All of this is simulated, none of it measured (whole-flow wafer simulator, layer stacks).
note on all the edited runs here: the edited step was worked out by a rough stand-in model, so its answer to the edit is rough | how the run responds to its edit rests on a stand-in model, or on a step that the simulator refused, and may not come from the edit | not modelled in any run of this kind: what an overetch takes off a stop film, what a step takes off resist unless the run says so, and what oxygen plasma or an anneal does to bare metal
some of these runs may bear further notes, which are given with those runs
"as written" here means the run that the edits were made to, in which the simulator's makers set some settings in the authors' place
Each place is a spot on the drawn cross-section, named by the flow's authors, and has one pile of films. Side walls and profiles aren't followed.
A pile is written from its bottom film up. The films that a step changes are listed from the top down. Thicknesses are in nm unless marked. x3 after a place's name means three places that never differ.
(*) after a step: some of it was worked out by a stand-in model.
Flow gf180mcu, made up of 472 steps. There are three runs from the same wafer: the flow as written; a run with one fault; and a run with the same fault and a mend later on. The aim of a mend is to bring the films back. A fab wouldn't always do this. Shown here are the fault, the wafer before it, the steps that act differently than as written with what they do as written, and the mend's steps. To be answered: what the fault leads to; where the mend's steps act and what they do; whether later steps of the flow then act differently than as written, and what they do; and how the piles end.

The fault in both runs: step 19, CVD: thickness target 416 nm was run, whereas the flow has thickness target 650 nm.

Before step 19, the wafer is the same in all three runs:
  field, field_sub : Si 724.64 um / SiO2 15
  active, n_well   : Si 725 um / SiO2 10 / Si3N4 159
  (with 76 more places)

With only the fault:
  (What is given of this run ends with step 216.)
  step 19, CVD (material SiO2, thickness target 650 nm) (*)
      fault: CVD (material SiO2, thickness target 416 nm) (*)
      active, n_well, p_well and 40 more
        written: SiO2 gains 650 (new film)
        fault: SiO2 gains 416 (new film)
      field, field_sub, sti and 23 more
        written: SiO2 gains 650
        fault: SiO2 gains 416
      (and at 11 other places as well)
  Later steps of the flow acting differently than as written (7 other steps are not shown; they differ only slightly, by no more than 2% or 0.5 nm, whichever is larger):
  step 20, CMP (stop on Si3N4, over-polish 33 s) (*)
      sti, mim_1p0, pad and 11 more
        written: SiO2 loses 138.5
        fault: nothing
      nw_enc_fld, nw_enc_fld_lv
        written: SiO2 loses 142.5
        fault: nothing
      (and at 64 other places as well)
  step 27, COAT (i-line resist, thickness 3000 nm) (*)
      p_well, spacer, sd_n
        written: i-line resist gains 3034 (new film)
        fault: i-line resist gains 2946.9 (new film)
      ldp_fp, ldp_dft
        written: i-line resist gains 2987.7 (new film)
        fault: i-line resist gains 2926.8 (new film)
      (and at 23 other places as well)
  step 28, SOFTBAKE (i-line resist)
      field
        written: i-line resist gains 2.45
        fault: i-line resist loses 3.55
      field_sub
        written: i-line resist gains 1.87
        fault: i-line resist loses 2.98
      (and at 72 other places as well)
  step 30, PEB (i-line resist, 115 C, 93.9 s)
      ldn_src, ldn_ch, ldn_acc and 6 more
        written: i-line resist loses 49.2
        fault: i-line resist loses 48.1
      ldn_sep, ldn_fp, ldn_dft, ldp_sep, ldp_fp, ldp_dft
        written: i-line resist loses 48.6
        fault: i-line resist loses 47.4
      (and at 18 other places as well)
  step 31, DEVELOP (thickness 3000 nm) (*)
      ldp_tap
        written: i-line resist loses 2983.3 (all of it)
        fault: i-line resist loses 2912.5 (all of it)
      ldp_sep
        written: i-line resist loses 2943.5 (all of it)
        fault: i-line resist loses 2873 (all of it)
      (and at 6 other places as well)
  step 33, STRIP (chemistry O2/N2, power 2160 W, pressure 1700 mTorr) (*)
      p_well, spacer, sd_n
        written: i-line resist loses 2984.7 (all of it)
        fault: i-line resist loses 2899 (all of it)
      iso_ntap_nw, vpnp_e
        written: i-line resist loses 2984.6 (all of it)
        fault: i-line resist loses 2901.7 (all of it)
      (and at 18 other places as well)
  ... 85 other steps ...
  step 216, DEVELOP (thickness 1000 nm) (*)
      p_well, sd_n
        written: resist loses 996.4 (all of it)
        fault: resist loses 909.9 (all of it)
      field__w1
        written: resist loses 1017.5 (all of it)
        fault: resist loses 1061.6 (all of it)
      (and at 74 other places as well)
  The piles after step 216 differ from the flow's at field, field__w1, field__w2 and 52 more by more than 2% or 0.5 nm, whichever is larger.
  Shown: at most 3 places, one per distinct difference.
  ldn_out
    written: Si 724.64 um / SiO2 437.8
    fault: Si 724.63 um / SiO2 343
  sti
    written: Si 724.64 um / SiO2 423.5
    fault: Si 724.63 um / SiO2 328.7
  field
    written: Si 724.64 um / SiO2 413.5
    fault: Si 724.63 um / SiO2 328.7

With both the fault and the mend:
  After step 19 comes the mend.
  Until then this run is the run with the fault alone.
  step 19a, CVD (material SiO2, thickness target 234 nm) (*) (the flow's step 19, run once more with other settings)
      field, field_sub, active and 77 more
        SiO2 gains 234
  Later steps of the flow that are run all act as written at every place that is followed.
  At every place that both follow, the piles at the end match the flow's.
